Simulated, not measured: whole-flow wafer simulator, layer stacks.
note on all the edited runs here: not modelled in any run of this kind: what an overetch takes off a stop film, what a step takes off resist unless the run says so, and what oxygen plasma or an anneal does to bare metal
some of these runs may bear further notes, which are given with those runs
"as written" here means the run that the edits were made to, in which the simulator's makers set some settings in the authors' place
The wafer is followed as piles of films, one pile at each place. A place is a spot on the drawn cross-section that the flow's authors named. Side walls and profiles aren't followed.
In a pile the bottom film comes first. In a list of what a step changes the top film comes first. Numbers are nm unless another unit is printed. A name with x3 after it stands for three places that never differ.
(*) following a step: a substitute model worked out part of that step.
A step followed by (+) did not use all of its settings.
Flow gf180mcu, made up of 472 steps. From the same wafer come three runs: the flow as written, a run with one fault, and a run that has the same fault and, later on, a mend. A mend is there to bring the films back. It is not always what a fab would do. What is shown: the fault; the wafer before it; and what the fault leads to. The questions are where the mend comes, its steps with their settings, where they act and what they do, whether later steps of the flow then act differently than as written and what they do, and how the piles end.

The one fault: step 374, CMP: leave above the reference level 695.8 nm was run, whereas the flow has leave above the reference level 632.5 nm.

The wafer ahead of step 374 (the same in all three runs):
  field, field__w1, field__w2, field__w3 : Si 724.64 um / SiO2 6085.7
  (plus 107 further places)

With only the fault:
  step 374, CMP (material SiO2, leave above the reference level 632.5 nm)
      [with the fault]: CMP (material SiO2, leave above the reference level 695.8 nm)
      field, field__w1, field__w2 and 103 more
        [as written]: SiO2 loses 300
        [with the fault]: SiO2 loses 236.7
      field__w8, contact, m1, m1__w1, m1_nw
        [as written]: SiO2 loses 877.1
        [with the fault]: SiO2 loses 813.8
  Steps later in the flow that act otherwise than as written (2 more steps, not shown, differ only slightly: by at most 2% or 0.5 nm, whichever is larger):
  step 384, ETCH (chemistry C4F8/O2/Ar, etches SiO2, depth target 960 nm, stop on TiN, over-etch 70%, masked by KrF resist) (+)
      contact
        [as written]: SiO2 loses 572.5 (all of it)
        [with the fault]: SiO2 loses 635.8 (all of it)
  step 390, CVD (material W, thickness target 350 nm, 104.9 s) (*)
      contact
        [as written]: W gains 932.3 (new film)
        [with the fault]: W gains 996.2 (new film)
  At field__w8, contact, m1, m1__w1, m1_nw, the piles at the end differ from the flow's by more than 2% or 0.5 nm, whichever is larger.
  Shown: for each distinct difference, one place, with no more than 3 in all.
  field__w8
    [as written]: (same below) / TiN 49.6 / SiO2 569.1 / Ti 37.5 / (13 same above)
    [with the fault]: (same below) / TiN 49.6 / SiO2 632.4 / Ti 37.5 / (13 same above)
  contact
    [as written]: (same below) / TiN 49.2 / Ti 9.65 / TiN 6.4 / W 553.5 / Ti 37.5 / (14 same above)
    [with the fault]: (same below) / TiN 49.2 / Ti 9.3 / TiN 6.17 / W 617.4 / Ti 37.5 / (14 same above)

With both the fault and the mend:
  The mend follows step 382.
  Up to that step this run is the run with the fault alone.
  step 382a, STRIP (chemistry O2/N2, power 2160 W, pressure 1700 mTorr) (*)
      field, field__w1, field__w2 and 107 more
        KrF resist loses 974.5 (all of it), anti-reflective coat loses 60 (all of it)
      contact
        anti-reflective coat loses 60 (all of it)
  step 382b, CMP (material SiO2, leave above the reference level 632.5 nm) (the flow's step 374, run once more)
      field, field__w1, field__w2 and 108 more
        SiO2 loses 63.3
  step 382c, HMDS (120 C, 60 s) (the flow's step 376, run once more)
      leaves every film unchanged at each place that is followed
  step 382d, COAT (anti-reflective coat, thickness 60 nm, 182 C, 71 s) (the flow's step 377, run once more)
      field, field__w1, field__w2 and 108 more
        anti-reflective coat gains 60 (new film)
  step 382e, COAT (KrF resist, thickness 1000 nm) (the flow's step 378, run once more)
      field, field__w1, field__w2 and 108 more
        KrF resist gains 1000 (new film)
  step 382f, SOFTBAKE (KrF resist) (the flow's step 379, run once more)
      leaves every film unchanged at each place that is followed
  step 382g, EXPOSE (photomask Via4) (the flow's step 380, run once more)
      leaves every film unchanged at each place that is followed
  step 382h, PEB (KrF resist, 135 C, 90 s) (the flow's step 381, run once more)
      field, field__w1, field__w2 and 108 more
        KrF resist loses 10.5
  step 382i, DEVELOP (KrF resist, thickness 1000 nm, 60 s) (the flow's step 382, run once more)
      field, field__w1, field__w2 and 107 more
        KrF resist loses 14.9
      contact
        KrF resist loses 989.5 (all of it)
  Later steps of the flow that are run all act as written at every place that is followed.
  At every place that both follow, the piles at the end match the flow's.
